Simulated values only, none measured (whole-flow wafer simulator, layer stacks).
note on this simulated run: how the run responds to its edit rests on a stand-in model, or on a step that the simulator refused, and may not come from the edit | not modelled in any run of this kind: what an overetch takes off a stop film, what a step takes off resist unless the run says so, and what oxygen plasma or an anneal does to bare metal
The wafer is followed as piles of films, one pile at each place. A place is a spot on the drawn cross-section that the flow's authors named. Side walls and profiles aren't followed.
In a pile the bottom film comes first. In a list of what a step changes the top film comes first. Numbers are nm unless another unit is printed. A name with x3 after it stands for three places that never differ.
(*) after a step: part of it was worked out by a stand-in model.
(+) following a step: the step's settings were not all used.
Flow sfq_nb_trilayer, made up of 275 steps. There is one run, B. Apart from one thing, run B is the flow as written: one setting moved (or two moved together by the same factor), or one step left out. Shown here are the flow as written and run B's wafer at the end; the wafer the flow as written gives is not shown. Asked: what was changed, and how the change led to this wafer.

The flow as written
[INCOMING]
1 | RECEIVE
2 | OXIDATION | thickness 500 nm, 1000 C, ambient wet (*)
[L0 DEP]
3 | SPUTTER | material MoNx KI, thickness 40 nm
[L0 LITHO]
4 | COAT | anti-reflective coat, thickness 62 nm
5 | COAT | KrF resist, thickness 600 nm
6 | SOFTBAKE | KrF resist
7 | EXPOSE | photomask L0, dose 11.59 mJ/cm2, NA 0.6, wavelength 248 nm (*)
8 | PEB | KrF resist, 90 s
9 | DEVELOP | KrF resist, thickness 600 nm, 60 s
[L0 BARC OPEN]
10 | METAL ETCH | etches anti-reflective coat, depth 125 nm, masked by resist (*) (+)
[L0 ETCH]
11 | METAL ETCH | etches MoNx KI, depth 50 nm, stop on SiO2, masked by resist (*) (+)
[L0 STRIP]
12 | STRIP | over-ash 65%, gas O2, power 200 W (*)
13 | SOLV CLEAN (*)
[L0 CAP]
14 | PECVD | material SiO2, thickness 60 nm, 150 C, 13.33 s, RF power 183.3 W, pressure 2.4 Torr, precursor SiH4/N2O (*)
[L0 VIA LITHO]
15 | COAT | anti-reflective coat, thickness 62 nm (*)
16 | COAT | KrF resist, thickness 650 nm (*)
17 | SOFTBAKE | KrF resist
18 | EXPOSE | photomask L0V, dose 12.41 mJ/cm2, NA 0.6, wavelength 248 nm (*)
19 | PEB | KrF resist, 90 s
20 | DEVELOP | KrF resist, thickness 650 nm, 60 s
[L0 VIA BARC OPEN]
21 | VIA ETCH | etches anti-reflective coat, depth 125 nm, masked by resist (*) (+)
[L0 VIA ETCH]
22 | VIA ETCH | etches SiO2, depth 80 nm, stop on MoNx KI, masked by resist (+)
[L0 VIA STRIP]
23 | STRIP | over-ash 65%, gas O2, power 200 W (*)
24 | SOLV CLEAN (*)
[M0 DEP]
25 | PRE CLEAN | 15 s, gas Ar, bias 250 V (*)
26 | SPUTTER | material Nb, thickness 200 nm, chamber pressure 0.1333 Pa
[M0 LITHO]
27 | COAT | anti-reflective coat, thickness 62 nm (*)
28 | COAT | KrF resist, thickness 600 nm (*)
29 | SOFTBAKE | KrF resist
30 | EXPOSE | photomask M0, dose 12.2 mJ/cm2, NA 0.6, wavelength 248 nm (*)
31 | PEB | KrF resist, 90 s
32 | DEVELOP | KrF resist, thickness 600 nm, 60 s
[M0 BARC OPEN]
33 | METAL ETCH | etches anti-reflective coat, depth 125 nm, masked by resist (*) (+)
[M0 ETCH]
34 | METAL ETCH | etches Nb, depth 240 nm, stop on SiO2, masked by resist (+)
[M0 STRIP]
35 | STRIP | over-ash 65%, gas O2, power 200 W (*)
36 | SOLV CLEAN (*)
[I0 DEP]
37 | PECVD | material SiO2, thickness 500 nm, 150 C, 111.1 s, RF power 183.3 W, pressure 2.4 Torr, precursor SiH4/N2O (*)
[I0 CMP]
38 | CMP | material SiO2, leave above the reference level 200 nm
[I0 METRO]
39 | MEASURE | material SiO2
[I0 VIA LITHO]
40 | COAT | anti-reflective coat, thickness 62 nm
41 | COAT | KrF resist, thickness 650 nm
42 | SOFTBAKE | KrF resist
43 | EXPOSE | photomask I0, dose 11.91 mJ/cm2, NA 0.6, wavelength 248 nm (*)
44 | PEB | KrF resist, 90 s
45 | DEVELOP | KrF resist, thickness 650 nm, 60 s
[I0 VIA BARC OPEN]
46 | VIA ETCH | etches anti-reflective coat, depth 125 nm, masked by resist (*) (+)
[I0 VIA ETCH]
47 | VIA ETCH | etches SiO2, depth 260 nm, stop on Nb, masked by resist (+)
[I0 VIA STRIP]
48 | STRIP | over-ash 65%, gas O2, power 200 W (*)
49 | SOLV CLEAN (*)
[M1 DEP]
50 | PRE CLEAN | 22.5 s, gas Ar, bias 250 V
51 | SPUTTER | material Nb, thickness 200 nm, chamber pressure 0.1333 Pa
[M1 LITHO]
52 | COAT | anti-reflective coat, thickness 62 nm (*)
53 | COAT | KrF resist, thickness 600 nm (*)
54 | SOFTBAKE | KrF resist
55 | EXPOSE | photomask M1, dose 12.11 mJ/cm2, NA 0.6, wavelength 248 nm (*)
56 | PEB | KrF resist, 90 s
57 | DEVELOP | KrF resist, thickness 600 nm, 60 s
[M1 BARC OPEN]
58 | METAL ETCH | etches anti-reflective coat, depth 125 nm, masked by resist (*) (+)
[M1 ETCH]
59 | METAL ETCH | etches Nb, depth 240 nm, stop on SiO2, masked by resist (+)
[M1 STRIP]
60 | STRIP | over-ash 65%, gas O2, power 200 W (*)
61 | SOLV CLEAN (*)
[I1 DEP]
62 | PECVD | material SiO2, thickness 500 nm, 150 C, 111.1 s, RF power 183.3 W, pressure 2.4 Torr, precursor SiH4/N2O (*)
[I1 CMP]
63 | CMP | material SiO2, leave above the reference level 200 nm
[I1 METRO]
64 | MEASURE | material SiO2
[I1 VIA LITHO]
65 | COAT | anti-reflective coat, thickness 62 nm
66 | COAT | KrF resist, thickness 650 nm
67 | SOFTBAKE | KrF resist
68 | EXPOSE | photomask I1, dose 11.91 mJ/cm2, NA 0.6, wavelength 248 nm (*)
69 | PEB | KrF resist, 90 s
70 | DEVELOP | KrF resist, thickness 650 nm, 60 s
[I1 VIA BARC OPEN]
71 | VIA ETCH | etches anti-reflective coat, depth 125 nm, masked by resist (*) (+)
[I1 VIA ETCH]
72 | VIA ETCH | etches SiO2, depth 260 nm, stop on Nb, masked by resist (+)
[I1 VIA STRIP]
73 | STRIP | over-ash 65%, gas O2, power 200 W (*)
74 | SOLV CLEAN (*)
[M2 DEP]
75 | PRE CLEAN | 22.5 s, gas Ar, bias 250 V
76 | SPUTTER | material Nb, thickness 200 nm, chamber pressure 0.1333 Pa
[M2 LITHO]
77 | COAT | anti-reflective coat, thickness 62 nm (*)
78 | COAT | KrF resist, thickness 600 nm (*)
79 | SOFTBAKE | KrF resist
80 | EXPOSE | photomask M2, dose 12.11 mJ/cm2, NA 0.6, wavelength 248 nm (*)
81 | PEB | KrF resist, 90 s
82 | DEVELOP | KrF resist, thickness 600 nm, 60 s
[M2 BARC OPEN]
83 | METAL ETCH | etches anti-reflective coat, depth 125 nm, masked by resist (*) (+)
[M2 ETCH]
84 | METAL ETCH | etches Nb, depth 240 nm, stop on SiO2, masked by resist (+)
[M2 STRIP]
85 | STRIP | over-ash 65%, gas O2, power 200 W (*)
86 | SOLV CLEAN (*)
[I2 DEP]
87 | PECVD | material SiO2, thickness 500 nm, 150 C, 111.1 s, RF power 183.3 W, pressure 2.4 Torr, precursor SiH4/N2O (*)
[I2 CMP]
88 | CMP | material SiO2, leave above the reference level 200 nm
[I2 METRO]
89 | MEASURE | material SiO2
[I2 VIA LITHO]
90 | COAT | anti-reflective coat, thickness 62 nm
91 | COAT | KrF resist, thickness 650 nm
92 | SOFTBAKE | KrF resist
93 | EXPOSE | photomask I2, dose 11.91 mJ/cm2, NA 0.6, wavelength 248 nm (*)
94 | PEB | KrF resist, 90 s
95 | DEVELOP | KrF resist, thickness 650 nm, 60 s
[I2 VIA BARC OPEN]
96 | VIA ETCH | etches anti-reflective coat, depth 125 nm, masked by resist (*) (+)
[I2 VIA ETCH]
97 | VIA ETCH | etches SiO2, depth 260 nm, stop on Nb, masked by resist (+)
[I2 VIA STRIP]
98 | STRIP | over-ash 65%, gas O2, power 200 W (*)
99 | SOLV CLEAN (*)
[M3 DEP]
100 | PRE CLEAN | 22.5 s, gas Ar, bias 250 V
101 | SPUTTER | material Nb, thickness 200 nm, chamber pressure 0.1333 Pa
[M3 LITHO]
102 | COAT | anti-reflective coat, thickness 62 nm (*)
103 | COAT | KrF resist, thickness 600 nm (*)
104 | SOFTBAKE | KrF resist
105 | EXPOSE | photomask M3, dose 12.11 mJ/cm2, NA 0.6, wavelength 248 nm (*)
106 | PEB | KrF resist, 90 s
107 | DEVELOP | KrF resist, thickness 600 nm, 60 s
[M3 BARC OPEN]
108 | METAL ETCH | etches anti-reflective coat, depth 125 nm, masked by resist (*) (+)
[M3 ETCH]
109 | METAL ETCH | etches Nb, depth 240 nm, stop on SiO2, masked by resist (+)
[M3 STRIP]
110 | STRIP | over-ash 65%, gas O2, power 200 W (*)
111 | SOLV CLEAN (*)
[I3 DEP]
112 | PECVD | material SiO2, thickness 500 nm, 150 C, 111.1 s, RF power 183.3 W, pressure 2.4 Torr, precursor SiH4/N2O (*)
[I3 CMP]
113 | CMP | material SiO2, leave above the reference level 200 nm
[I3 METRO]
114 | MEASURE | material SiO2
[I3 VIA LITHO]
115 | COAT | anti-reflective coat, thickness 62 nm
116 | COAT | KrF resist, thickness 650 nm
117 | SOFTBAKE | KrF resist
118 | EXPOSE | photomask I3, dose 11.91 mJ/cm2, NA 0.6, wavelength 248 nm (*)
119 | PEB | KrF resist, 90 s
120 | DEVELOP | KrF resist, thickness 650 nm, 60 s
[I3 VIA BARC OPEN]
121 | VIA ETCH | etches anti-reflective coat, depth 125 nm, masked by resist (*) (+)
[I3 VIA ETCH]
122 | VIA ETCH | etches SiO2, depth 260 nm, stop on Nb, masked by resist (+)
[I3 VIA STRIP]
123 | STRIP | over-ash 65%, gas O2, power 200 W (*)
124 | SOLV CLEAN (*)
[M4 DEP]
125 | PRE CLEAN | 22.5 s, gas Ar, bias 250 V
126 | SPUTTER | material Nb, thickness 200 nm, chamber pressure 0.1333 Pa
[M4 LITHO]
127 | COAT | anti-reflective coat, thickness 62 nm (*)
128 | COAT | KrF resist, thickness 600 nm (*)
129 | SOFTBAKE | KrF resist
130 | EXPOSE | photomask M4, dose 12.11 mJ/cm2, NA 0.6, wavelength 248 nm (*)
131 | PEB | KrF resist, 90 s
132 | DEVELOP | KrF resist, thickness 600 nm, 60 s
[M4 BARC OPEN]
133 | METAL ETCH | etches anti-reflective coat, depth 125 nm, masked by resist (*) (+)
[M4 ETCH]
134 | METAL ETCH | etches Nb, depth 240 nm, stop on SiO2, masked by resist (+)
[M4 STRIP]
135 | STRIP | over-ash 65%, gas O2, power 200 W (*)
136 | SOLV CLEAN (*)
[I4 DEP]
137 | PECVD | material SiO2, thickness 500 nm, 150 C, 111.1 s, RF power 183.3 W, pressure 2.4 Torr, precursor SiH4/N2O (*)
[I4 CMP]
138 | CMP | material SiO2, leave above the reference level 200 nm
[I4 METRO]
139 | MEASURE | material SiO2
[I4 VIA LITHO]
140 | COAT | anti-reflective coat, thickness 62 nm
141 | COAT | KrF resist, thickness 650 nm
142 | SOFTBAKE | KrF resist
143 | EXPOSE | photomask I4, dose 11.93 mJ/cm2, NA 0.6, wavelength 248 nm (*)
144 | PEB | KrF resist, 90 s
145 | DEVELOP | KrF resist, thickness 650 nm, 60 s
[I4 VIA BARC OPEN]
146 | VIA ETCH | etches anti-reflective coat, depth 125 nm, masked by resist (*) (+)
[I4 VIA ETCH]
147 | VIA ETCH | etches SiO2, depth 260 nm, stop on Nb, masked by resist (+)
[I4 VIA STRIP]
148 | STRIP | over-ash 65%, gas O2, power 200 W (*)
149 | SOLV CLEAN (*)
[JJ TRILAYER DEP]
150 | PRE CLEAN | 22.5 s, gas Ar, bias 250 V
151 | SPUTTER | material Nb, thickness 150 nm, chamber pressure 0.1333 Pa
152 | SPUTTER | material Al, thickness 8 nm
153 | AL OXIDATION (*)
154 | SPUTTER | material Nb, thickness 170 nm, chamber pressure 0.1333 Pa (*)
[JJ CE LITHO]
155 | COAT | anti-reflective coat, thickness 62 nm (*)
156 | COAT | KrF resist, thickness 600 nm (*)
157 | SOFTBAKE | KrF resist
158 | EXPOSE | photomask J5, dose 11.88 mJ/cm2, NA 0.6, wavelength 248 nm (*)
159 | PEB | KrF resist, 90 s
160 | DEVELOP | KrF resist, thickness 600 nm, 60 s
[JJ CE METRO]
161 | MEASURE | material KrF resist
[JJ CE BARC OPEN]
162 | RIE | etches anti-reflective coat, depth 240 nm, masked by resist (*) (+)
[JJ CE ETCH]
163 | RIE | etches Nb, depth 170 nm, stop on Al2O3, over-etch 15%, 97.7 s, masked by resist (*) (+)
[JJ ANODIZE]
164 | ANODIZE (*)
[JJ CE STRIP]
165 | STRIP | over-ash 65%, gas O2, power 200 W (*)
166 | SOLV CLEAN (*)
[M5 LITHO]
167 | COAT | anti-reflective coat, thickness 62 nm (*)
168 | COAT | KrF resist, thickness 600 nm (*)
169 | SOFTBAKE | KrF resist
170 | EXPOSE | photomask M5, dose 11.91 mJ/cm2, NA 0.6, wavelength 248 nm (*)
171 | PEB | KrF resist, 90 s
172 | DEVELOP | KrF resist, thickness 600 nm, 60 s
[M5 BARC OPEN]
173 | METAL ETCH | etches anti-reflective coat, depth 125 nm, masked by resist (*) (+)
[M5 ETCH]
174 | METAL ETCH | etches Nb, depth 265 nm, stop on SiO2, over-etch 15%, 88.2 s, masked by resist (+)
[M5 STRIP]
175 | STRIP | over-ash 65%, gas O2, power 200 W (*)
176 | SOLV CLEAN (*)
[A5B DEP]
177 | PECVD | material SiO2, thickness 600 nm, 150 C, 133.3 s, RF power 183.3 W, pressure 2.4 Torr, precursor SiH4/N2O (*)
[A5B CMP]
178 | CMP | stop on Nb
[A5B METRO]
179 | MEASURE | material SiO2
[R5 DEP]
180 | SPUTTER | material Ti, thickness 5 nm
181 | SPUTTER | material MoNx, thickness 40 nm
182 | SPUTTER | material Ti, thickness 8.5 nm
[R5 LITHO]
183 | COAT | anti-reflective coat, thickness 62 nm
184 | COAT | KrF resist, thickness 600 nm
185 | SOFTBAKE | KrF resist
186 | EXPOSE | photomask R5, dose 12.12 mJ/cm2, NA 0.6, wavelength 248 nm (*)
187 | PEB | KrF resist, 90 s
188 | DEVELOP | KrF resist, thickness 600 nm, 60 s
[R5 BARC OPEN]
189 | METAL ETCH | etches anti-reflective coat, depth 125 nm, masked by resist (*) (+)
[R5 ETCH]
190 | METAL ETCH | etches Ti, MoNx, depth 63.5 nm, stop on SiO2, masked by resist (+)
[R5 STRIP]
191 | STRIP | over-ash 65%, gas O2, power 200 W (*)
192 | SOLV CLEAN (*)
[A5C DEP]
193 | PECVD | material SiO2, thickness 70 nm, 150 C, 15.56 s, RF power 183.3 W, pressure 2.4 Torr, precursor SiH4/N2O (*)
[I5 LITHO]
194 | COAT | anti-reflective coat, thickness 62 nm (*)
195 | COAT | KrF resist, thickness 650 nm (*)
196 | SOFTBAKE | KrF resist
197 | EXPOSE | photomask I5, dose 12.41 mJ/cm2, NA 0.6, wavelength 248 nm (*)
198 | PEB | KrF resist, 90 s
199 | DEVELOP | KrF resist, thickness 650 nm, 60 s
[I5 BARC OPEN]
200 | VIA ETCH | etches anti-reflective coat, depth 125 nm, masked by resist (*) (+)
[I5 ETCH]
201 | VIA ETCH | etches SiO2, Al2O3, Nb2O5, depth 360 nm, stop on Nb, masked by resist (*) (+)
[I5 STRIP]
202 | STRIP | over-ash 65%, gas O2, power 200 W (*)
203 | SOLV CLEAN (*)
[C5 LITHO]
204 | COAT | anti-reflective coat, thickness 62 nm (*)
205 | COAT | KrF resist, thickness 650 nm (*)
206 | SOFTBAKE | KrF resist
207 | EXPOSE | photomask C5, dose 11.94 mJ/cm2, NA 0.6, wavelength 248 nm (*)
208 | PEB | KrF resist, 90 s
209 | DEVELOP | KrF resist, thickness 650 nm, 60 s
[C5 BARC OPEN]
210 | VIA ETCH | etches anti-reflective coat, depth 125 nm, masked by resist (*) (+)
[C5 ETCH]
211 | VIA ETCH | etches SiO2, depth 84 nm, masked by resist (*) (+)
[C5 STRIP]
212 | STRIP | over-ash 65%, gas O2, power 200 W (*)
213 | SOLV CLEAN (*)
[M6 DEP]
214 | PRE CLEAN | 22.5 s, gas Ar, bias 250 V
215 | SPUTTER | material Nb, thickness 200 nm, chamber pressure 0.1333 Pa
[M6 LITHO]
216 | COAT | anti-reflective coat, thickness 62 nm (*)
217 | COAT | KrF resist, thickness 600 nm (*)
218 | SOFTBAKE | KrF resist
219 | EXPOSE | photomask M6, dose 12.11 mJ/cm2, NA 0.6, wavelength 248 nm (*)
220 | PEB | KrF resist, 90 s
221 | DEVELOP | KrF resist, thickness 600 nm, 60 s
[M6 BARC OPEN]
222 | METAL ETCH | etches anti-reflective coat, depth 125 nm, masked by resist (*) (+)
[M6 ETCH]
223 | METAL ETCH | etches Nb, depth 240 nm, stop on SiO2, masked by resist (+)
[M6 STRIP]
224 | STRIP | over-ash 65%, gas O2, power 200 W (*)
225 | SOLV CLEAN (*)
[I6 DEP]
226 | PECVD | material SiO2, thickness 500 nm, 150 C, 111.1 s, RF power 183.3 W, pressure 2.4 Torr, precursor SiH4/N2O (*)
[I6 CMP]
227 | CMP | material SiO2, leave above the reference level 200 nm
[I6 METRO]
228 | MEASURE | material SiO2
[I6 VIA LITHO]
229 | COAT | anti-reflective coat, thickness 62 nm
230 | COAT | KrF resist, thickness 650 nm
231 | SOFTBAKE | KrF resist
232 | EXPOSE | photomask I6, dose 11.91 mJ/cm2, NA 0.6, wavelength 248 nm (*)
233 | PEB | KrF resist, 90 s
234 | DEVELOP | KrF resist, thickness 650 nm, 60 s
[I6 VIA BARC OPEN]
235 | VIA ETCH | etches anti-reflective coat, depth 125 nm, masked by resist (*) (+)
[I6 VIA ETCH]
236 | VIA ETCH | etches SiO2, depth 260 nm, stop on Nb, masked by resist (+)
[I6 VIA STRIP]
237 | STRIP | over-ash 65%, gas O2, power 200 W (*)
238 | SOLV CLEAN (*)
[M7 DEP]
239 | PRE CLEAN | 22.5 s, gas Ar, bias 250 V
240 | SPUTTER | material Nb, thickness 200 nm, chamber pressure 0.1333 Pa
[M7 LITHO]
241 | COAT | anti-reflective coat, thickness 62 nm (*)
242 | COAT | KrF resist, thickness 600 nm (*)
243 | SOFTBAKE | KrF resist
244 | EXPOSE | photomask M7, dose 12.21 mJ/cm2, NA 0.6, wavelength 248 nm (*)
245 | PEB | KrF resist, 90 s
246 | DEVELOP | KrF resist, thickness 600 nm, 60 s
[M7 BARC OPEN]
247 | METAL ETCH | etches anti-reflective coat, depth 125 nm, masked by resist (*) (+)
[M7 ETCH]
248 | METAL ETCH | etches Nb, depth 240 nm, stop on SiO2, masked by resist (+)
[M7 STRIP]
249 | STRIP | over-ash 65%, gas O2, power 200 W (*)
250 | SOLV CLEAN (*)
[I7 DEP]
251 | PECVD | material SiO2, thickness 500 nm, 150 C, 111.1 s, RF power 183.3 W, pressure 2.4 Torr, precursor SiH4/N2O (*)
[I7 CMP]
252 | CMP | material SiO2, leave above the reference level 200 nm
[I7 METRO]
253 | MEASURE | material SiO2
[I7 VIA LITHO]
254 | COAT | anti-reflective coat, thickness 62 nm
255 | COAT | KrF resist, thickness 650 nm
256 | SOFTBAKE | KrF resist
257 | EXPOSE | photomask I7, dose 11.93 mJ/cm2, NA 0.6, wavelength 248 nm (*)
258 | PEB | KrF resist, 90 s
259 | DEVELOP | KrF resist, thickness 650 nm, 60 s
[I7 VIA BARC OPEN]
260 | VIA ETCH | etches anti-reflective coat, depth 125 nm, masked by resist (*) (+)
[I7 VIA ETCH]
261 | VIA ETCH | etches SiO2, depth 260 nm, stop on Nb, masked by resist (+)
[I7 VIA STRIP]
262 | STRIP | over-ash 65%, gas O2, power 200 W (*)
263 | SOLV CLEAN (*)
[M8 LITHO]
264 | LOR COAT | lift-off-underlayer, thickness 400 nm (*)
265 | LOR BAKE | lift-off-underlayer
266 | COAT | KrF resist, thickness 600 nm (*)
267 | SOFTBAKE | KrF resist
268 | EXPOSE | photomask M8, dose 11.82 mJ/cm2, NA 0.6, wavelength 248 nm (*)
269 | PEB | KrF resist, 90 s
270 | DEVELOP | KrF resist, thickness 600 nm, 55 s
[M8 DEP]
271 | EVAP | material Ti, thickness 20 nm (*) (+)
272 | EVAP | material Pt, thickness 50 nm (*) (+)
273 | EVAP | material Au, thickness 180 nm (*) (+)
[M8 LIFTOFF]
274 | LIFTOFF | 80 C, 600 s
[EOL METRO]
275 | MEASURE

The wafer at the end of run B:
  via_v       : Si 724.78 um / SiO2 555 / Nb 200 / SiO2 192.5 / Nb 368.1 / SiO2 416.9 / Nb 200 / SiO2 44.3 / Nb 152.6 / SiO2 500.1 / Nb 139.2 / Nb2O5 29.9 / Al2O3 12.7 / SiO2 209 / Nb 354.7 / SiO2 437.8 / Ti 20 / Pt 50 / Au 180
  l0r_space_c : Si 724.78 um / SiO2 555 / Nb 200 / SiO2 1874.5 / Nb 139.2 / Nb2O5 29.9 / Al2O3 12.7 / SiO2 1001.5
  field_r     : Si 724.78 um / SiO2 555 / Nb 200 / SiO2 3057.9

The reason: step 113, CMP: leave above the reference level 312 nm was run, whereas the flow has leave above the reference level 200 nm.

How this came from the change, step by step:
  113 | CMP | material SiO2, leave above the reference level 200 nm
      field_l, be, be_sur and 64 more: nothing (as written it would have been: -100 SiO2)
      v_sur, via_wl, via_wr and 27 more: -188 SiO2 (as written it would have been: -300 SiO2)
      (as well as at 9 more places)
  115 | COAT | anti-reflective coat, thickness 62 nm
      wl_g_sr, m0r_space_l, m0r_space_r, m6r_space_l, m6r_space_r, m7r_space_l, m7r_space_r: +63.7 anti-reflective coat (new film) (as written it would have been: +62 anti-reflective coat (new film))
      field_l, r5r_line_c: +63.9 anti-reflective coat (new film) (as written it would have been: +62 anti-reflective coat (new film))
      (as well as at 19 more places)
  122 | VIA ETCH | etches SiO2, depth 260 nm, stop on Nb, masked by resist (+)
      via_v: -260 SiO2 (as written it would have been: -199.8 SiO2 (all of it))
  123 | STRIP | over-ash 65%, gas O2, power 200 W (*)
      m0r_space_l, m0r_space_r, m6r_space_l, m6r_space_r, m7r_space_l, m7r_space_r: -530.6 KrF resist (all of it), -63.7 anti-reflective coat (all of it) (as written it would have been: -528.6 KrF resist (all of it), -62 anti-reflective coat (all of it))
      m5r_linepad_l, m5r_linepad_r: -526.9 KrF resist (all of it), -67.5 anti-reflective coat (all of it) (as written it would have been: -528.6 KrF resist (all of it), -62 anti-reflective coat (all of it))
      (as well as at 20 more places)
  125 | PRE CLEAN | 22.5 s, gas Ar, bias 250 V
      via_v: -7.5 SiO2 (as written it would have been: -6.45 Nb)
  126 | SPUTTER | material Nb, thickness 200 nm, chamber pressure 0.1333 Pa
      via_v: +152.6 Nb (new film) (as written it would have been: +165.5 Nb)
  127 | COAT | anti-reflective coat, thickness 62 nm (*)
      p4_fm, m0r_space_l, m0r_space_r, m6r_space_l, m6r_space_r, m7r_space_l, m7r_space_r: +63.5 anti-reflective coat (new film) (as written it would have been: +62 anti-reflective coat (new film))
      wl_d_sr, wl_f_sl: +64 anti-reflective coat (new film) (as written it would have been: +62 anti-reflective coat (new film))
      (as well as at 24 more places)
  128 | COAT | KrF resist, thickness 600 nm (*)
      via_v: +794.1 KrF resist (new film) (as written it would have been: +739.8 KrF resist (new film))
  133 | METAL ETCH | etches anti-reflective coat, depth 125 nm, masked by resist (*) (+)
      m0r_space_l, m0r_space_r, m6r_space_l, m6r_space_r, m7r_space_l, m7r_space_r: -63.5 anti-reflective coat (all of it) (as written it would have been: -62 anti-reflective coat (all of it))
      wl_d_sr, wl_f_sl: -64 anti-reflective coat (all of it) (as written it would have been: -62 anti-reflective coat (all of it))
      (as well as at 12 more places)
  135 | STRIP | over-ash 65%, gas O2, power 200 W (*)
      v_sur: -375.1 KrF resist (all of it), -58 anti-reflective coat (all of it) (as written it would have been: -379.9 KrF resist (all of it), -61.4 anti-reflective coat (all of it))
      via_wl: -373.2 KrF resist (all of it), -59.8 anti-reflective coat (all of it) (as written it would have been: -379.4 KrF resist (all of it), -61.3 anti-reflective coat (all of it))
      (as well as at 12 more places)
  137 | PECVD | material SiO2, thickness 500 nm, 150 C, 111.1 s, RF power 183.3 W, pressure 2.4 Torr, precursor SiH4/N2O (*)
      via_v: +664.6 SiO2 (new film) (as written it would have been: +615 SiO2 (new film))
  138 | CMP | material SiO2, leave above the reference level 200 nm
      field_l, be, be_sur and 55 more: -88 SiO2 (as written it would have been: -100 SiO2)
      ln_m5, lsp_m, ln_m6, p4_fl, p4_fm, p4_fr: -288 SiO2 (as written it would have been: -300 SiO2)
      (as well as at 4 more places)
Taking metal films that touch as one body, via_v has 7 bodies (between them, from the top down: SiO2 437.8; SiO2 209 / Al2O3 12.7 / Nb2O5 29.9; SiO2 500.1; SiO2 44.3; SiO2 416.9; SiO2 192.5); the flow as written gives 6 bodies (between them, from the top down: SiO2 437.8; SiO2 209 / Al2O3 12.7 / Nb2O5 29.9; SiO2 425.9; SiO2 416.9; SiO2 192.5).
